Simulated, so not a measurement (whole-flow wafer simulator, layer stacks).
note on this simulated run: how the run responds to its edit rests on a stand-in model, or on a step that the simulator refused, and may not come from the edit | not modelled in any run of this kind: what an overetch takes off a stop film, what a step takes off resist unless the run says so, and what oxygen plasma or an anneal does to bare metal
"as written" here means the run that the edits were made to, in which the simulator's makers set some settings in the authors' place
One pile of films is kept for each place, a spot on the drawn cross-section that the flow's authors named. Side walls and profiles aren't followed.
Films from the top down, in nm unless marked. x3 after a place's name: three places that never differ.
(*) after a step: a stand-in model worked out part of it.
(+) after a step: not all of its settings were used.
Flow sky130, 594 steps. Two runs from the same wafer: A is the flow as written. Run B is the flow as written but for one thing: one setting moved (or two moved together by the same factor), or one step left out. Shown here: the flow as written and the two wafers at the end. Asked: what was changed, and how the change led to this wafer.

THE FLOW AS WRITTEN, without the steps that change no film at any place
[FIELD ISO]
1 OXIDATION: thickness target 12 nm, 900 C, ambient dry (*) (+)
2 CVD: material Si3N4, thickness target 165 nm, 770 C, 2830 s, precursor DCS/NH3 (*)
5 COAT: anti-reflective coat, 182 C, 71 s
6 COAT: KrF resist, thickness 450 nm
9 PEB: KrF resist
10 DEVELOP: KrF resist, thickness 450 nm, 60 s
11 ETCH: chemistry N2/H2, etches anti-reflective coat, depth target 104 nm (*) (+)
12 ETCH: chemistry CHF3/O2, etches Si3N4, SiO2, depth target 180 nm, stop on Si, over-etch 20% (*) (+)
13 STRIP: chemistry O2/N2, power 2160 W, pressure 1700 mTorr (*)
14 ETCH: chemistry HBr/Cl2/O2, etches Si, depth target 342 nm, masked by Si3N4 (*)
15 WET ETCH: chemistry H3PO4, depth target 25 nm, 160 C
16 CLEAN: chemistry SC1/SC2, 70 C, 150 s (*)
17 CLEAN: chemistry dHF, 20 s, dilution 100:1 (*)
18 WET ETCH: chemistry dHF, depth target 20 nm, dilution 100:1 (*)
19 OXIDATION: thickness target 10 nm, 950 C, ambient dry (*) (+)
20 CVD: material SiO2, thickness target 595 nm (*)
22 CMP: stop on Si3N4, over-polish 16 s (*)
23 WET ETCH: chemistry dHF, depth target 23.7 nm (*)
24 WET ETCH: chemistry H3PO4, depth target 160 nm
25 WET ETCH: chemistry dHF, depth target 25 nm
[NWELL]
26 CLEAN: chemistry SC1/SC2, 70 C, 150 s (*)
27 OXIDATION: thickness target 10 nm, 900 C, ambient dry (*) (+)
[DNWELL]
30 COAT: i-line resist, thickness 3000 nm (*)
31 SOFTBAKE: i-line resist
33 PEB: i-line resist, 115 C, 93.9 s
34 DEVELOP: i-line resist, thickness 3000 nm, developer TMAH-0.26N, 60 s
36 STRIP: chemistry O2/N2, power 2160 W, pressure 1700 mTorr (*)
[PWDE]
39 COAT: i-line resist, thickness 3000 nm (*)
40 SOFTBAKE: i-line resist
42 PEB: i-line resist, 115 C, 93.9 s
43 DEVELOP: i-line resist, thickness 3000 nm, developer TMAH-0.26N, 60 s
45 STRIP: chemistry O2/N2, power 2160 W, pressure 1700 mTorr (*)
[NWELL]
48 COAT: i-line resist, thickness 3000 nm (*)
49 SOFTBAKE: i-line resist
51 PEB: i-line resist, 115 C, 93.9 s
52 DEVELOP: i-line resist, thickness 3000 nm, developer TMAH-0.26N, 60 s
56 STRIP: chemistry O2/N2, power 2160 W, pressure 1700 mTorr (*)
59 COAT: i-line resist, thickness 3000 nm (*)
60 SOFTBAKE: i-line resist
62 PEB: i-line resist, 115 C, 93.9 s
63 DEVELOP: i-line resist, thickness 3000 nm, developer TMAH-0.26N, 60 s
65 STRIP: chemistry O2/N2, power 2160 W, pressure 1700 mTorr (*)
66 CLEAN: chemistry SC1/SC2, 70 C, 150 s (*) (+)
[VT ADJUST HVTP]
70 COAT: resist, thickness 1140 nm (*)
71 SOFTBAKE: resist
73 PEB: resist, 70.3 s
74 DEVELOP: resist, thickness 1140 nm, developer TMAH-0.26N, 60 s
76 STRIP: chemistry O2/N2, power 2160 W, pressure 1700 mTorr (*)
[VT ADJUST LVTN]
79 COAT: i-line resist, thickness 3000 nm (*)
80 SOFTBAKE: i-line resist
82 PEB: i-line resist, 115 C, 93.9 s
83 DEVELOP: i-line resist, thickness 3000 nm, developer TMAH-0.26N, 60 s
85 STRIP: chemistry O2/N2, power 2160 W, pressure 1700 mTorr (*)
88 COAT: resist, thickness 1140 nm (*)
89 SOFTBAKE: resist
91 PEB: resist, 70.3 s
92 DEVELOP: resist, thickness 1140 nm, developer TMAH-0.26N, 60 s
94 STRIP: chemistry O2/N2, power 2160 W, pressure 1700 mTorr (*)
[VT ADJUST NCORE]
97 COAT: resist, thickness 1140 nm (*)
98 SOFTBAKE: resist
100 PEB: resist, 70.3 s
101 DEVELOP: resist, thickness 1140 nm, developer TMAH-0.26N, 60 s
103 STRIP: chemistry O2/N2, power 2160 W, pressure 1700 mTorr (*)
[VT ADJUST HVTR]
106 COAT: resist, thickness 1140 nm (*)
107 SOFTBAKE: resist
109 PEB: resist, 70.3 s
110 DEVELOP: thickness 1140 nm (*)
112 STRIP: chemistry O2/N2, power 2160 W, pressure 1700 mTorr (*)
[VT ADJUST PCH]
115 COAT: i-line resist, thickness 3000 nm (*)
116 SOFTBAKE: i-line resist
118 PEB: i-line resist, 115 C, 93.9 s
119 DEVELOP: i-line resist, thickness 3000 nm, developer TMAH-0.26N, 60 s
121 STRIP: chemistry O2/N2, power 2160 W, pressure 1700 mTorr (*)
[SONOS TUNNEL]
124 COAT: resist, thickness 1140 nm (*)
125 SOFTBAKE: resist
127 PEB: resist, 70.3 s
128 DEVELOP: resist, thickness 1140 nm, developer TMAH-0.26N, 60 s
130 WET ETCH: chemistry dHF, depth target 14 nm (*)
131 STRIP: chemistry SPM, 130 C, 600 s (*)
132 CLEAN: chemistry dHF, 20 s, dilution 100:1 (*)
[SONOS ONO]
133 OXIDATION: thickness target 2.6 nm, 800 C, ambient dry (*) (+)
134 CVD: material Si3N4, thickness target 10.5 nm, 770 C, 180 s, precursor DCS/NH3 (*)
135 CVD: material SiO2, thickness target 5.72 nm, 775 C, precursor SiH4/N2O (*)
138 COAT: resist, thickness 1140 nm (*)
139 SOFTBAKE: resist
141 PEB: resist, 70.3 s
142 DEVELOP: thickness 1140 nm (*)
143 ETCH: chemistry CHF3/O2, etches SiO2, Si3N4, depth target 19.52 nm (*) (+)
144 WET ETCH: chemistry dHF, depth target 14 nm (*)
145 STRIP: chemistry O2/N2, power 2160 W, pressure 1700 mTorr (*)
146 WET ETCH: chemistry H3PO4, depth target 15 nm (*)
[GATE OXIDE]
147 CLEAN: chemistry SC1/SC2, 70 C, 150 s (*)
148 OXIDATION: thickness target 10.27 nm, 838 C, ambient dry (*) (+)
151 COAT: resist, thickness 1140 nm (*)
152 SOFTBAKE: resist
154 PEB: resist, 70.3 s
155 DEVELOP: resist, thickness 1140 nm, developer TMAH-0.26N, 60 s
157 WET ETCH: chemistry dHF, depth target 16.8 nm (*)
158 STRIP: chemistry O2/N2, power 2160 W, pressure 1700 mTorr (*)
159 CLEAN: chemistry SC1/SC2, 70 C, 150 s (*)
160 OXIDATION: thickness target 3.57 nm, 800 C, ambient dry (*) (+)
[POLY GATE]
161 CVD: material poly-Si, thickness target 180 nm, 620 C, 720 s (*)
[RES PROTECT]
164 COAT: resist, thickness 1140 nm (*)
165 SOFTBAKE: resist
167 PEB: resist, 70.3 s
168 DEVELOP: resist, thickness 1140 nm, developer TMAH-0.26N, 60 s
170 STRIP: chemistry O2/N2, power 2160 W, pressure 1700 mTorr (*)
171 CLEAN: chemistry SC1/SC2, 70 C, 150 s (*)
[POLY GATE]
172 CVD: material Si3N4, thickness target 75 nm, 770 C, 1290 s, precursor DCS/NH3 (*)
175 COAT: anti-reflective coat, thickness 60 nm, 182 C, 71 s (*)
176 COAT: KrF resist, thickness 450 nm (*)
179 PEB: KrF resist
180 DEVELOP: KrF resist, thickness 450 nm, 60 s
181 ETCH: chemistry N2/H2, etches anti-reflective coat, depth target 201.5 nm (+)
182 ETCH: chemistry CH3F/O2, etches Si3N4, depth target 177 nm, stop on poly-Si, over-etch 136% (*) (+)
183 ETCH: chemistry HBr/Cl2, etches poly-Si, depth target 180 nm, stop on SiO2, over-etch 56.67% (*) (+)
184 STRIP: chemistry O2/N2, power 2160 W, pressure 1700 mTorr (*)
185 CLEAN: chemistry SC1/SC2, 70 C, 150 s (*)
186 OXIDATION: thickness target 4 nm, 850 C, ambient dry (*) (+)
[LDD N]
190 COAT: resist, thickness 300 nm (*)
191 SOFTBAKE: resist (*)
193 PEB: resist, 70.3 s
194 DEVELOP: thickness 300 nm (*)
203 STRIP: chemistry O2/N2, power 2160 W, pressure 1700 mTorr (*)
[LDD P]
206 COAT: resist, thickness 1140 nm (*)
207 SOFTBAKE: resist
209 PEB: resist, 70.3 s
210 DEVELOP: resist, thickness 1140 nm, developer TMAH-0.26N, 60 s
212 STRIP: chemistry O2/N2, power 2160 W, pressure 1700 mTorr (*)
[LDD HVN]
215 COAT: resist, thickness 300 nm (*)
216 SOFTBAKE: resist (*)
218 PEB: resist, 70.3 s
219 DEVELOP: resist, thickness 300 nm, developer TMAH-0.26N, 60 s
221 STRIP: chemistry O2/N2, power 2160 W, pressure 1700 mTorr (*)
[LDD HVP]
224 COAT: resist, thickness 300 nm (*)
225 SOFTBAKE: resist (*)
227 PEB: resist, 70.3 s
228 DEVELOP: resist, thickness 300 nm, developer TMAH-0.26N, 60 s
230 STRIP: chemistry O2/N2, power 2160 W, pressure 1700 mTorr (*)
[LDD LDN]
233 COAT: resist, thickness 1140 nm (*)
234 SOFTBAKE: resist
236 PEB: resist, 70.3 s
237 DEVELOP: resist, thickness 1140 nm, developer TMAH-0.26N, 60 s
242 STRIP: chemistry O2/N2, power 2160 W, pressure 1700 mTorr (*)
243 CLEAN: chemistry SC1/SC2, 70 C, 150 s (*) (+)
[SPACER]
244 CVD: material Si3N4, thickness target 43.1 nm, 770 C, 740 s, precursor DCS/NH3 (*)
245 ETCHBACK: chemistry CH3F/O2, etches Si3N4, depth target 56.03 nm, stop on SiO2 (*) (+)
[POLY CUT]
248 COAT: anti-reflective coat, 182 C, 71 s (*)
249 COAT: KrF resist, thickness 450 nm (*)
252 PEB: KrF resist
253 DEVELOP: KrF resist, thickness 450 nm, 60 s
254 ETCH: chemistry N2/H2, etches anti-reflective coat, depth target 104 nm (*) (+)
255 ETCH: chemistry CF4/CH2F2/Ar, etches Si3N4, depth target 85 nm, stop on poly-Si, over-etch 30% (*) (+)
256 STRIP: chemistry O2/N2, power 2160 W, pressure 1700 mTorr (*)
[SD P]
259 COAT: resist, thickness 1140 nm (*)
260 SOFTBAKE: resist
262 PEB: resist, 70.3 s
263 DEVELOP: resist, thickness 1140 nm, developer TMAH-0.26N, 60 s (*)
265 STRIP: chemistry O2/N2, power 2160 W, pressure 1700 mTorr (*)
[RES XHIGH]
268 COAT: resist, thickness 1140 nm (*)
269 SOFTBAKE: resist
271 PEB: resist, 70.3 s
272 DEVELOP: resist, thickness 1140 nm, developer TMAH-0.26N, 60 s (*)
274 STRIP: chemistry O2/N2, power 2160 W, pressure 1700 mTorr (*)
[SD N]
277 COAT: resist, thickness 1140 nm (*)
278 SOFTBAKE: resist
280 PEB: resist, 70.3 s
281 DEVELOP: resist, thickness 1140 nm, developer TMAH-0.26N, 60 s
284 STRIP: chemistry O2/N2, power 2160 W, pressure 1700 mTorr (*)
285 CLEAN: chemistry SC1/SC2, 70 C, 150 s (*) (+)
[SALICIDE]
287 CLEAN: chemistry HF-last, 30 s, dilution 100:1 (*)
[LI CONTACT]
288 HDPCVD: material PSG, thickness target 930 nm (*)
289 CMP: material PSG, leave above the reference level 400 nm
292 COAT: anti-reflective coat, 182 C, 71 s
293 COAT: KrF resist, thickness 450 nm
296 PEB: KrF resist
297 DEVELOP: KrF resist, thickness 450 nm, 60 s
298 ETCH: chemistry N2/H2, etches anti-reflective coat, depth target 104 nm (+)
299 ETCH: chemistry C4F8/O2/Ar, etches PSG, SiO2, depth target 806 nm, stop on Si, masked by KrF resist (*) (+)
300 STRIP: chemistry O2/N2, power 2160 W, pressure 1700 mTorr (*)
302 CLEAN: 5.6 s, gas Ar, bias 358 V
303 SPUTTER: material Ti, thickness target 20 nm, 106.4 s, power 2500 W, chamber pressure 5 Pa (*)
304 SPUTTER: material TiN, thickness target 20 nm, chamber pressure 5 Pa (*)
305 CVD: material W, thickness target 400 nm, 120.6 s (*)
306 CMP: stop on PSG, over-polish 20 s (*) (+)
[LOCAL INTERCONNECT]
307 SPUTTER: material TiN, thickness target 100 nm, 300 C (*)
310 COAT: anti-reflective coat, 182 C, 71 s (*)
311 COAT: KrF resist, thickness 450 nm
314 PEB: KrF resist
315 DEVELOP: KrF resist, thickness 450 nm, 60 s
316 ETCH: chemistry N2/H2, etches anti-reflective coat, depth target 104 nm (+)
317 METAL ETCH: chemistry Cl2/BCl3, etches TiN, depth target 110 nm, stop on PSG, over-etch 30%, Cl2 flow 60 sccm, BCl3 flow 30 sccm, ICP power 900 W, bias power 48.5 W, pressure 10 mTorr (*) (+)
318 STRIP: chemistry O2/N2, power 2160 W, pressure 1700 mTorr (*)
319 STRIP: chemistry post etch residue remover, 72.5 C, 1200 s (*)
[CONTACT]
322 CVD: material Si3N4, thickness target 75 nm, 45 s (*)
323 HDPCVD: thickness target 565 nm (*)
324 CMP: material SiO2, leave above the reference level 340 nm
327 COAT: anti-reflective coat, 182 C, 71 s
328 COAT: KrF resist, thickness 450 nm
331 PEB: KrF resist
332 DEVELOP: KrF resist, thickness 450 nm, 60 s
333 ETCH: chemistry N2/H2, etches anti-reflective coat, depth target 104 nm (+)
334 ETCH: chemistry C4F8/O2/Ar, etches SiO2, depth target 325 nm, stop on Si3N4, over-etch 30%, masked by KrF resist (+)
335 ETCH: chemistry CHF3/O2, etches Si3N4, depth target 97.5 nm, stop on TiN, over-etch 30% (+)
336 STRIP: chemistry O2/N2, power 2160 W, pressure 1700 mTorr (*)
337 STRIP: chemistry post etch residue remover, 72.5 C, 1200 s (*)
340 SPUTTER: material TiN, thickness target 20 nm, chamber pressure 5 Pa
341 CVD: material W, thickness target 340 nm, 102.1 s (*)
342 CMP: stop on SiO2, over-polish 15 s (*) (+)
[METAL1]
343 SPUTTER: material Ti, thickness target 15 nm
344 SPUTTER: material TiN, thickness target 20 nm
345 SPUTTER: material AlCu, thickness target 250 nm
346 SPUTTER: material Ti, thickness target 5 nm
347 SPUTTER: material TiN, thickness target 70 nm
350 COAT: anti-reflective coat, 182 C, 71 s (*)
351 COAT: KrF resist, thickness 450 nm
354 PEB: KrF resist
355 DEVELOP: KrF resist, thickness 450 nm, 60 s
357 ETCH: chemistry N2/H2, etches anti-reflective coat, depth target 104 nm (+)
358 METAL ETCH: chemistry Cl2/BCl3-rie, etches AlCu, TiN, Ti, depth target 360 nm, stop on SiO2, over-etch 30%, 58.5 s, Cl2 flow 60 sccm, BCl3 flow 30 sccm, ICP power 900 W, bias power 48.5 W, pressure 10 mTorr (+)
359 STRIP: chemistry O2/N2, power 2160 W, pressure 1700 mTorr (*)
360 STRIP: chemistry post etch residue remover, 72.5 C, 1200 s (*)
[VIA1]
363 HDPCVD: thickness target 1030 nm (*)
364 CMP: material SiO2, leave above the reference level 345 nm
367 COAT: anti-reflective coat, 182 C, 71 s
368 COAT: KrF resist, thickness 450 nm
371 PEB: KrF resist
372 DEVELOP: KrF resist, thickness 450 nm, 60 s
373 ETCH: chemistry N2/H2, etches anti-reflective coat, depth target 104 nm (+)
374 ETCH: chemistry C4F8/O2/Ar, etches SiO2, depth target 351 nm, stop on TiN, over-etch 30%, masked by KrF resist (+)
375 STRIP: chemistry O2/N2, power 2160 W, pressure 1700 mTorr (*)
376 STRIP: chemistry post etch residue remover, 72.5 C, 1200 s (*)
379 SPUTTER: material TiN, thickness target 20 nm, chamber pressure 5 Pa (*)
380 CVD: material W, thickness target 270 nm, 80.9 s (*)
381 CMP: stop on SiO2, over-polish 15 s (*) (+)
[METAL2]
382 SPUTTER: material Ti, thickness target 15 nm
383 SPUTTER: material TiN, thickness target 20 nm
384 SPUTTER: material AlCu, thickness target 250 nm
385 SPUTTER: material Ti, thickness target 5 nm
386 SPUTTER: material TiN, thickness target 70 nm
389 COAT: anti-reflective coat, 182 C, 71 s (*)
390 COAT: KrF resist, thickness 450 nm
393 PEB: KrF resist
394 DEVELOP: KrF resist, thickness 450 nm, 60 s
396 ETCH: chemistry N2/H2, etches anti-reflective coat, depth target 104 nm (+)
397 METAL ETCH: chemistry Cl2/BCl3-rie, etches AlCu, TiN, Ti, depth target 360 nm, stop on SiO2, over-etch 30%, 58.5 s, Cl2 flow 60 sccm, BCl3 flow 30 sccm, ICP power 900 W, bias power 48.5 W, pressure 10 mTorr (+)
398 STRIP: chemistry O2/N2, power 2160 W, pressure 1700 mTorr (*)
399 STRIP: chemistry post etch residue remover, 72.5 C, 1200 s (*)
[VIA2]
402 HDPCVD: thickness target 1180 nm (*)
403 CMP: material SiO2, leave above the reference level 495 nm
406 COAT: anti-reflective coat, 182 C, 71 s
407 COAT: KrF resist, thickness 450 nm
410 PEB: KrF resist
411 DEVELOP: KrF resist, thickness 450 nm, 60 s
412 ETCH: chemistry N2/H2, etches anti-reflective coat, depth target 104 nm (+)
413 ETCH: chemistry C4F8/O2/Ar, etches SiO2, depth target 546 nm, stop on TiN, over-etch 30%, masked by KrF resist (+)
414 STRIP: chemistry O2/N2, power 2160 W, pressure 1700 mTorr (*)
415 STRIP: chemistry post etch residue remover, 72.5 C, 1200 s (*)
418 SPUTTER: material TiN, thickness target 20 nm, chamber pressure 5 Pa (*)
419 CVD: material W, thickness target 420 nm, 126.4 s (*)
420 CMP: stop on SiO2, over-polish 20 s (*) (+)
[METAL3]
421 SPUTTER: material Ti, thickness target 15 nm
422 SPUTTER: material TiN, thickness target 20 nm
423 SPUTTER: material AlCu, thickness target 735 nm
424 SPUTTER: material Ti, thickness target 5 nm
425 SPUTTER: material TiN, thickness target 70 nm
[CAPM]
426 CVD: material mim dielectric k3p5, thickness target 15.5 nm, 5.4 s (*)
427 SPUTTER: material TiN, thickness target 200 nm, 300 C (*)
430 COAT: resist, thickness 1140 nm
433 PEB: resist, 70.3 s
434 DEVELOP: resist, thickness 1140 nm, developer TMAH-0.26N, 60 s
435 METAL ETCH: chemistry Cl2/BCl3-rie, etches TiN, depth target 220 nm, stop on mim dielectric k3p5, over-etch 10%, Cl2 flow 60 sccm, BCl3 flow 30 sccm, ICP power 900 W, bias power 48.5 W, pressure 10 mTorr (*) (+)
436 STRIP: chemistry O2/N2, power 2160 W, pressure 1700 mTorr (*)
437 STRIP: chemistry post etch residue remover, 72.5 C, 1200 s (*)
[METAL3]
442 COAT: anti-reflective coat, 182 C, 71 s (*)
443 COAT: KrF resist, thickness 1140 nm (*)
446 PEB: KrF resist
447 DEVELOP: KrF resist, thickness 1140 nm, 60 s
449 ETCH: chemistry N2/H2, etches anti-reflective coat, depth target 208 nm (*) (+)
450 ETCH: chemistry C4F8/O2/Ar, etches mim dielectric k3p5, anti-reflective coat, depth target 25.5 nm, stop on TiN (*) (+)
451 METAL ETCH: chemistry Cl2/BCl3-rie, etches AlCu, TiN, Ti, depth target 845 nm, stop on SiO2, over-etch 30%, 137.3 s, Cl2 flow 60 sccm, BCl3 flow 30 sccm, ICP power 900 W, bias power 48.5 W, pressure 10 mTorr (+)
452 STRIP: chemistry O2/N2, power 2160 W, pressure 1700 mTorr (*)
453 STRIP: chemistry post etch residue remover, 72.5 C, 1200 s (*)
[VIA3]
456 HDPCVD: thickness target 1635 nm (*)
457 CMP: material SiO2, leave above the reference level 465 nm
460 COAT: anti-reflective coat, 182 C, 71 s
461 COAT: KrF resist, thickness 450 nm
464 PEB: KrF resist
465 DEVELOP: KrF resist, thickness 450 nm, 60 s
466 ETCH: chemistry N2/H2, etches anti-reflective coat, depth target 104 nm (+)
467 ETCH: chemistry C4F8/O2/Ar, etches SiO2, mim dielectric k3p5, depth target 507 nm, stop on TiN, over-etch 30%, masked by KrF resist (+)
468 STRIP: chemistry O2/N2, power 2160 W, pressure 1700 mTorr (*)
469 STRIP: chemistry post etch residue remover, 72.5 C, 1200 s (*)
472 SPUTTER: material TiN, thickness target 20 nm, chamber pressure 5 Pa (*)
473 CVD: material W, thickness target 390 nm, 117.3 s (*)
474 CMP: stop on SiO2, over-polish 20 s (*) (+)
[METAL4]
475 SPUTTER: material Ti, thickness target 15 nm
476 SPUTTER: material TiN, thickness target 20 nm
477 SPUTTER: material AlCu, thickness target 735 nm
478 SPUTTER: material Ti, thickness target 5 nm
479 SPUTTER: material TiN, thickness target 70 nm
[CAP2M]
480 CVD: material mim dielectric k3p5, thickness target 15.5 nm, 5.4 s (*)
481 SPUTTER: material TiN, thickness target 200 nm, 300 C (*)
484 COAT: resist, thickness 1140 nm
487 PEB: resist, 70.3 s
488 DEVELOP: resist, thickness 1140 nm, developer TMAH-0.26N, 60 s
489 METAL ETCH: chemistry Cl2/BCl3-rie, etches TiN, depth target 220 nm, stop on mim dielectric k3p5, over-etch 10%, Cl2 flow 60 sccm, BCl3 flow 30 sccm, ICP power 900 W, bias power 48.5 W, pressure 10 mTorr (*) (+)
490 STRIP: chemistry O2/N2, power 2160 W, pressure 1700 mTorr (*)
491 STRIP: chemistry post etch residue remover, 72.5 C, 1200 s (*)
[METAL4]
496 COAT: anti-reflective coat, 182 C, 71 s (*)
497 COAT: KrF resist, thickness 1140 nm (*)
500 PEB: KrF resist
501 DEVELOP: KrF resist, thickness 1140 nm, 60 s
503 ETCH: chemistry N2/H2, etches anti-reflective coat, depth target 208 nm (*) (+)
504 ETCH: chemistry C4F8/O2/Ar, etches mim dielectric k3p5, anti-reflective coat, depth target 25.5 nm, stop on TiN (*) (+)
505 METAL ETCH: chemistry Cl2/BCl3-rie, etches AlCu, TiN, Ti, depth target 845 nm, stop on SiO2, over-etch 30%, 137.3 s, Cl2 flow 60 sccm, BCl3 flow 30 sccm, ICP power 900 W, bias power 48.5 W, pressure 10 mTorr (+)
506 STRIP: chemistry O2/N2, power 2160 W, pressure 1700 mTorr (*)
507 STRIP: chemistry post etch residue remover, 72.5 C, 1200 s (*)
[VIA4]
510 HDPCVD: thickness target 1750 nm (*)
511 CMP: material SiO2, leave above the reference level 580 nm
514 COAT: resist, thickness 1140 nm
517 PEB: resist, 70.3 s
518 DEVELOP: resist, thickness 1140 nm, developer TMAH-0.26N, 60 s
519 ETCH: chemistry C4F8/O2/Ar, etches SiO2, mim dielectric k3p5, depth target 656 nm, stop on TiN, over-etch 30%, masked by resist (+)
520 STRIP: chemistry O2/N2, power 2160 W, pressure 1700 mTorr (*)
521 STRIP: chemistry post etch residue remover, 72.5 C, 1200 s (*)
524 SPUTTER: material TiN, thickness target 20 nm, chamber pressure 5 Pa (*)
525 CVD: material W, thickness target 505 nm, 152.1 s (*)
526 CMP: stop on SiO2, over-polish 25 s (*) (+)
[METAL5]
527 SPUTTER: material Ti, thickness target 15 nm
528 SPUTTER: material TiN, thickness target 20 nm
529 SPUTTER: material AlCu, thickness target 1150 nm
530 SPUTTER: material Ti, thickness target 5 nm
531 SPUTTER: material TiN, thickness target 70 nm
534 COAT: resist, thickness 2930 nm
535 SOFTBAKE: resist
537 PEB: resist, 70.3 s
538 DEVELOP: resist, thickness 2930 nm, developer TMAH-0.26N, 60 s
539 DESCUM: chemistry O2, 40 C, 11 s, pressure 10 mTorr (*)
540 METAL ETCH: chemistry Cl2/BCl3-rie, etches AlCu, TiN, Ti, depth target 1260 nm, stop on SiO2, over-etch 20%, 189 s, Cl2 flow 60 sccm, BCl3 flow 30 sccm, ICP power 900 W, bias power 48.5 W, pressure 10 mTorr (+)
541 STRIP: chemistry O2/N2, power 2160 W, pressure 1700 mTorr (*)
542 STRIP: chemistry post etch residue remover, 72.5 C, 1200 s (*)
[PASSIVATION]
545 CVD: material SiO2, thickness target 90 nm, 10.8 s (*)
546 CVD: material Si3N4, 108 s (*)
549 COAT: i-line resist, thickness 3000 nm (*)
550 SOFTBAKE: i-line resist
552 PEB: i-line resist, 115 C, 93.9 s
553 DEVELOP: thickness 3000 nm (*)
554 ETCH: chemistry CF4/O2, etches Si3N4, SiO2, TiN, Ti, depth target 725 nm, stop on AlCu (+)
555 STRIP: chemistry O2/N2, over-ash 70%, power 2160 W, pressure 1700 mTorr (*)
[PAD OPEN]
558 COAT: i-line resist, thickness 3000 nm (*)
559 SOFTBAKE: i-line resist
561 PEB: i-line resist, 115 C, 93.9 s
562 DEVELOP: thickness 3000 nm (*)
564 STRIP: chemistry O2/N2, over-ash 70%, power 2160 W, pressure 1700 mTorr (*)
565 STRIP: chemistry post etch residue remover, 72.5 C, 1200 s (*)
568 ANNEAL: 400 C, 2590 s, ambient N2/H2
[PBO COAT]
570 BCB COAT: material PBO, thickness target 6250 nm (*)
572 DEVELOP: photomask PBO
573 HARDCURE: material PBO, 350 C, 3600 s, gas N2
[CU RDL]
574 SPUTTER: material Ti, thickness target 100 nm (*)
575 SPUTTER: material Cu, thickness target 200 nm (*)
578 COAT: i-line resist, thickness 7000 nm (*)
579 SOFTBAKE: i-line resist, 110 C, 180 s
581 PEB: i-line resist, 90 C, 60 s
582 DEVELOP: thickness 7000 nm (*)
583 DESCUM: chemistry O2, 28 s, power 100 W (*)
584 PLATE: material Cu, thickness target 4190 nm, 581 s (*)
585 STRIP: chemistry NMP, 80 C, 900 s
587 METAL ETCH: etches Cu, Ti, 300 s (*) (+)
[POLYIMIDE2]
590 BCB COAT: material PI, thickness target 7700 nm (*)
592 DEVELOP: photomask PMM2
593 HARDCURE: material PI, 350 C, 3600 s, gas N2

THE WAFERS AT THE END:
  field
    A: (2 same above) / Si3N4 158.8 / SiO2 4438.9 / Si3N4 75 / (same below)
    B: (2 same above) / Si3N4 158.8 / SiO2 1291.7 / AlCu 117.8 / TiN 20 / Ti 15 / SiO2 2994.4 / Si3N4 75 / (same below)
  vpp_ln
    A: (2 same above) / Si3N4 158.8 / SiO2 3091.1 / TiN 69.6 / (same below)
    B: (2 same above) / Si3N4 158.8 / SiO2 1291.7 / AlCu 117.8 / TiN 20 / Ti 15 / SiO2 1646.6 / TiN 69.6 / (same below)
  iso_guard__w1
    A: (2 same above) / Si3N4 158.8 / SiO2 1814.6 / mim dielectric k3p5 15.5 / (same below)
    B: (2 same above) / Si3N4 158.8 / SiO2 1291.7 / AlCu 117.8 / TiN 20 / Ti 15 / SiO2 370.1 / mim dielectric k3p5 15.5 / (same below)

The cause: step 505, METAL ETCH: depth target 528.1 nm was run, where the flow has depth target 845 nm; step 505, METAL ETCH: 85.8 s was run, where the flow has 137.3 s.

How the change led to this, step by step:
  505 METAL ETCH: chemistry Cl2/BCl3-rie, etches AlCu, TiN, Ti, depth target 845 nm, stop on SiO2, over-etch 30%, 137.3 s, Cl2 flow 60 sccm, BCl3 flow 30 sccm, ICP power 900 W, bias power 48.5 W, pressure 10 mTorr (+)
      field, gate, spacer and 68 more: A TiN -70 (all of it), Ti -5 (all of it), AlCu -735 (all of it), TiN -20 (all of it), Ti -15 (all of it), SiO2 -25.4 | B TiN -70 (all of it), Ti -5 (all of it), AlCu -611.5
      active, vpp_iso1, mim_edge_plate and 14 more: A TiN -70 (all of it), Ti -5 (all of it), AlCu -735 (all of it), TiN -20 (all of it), Ti -15 (all of it), SiO2 -25.3 | B TiN -70 (all of it), Ti -5 (all of it), AlCu -611.5
      (and at 105 more places)
  506 STRIP: chemistry O2/N2, power 2160 W, pressure 1700 mTorr (*)
      gate_hv, mim, dice_street and 76 more: A KrF resist -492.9 (all of it), anti-reflective coat -80 (all of it) | B KrF resist -698.9 (all of it), anti-reflective coat -80 (all of it)
      n_well, p_well, sd_n, sd_p, pad, mim_edge_plate_strap, mim_edge_gap_sheet: A KrF resist -492.9 (all of it), anti-reflective coat -80 (all of it) | B KrF resist -698.8 (all of it), anti-reflective coat -80 (all of it)
      (and at 19 more places)
  507 STRIP: chemistry post etch residue remover, 72.5 C, 1200 s (*)
      field, active, gate and 85 more: A nothing | B AlCu -5.72
  510 HDPCVD: thickness target 1750 nm (*)
      field, active, gate and 85 more: A SiO2 +1750 | B SiO2 +1750 (new film)
  511 CMP: material SiO2, leave above the reference level 580 nm
      field, active, gate and 77 more: A SiO2 -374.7 | B SiO2 -552.8
      iso_guard__w1, mim_edge_gap, vpp_l1ln, vpp_m3ln, rpm_encl, via2_enc, rpm_encl_psd, iso_guard_nsd_tip: A SiO2 -374.6 | B SiO2 -552.8
Counting metal films that touch as one body, field has 1 body; the flow as written gives 0 bodies.
Counting metal films that touch as one body, vpp_ln has 3 bodies (between them, from the top down: SiO2 1646.6; SiO2 267.2); the flow as written gives 2 bodies (between them, from the top down: SiO2 267.2).
Counting metal films that touch as one body, iso_guard__w1 has 2 bodies (between them, from the top down: SiO2 370.1 / mim dielectric k3p5 15.5); the flow as written gives 1 body.
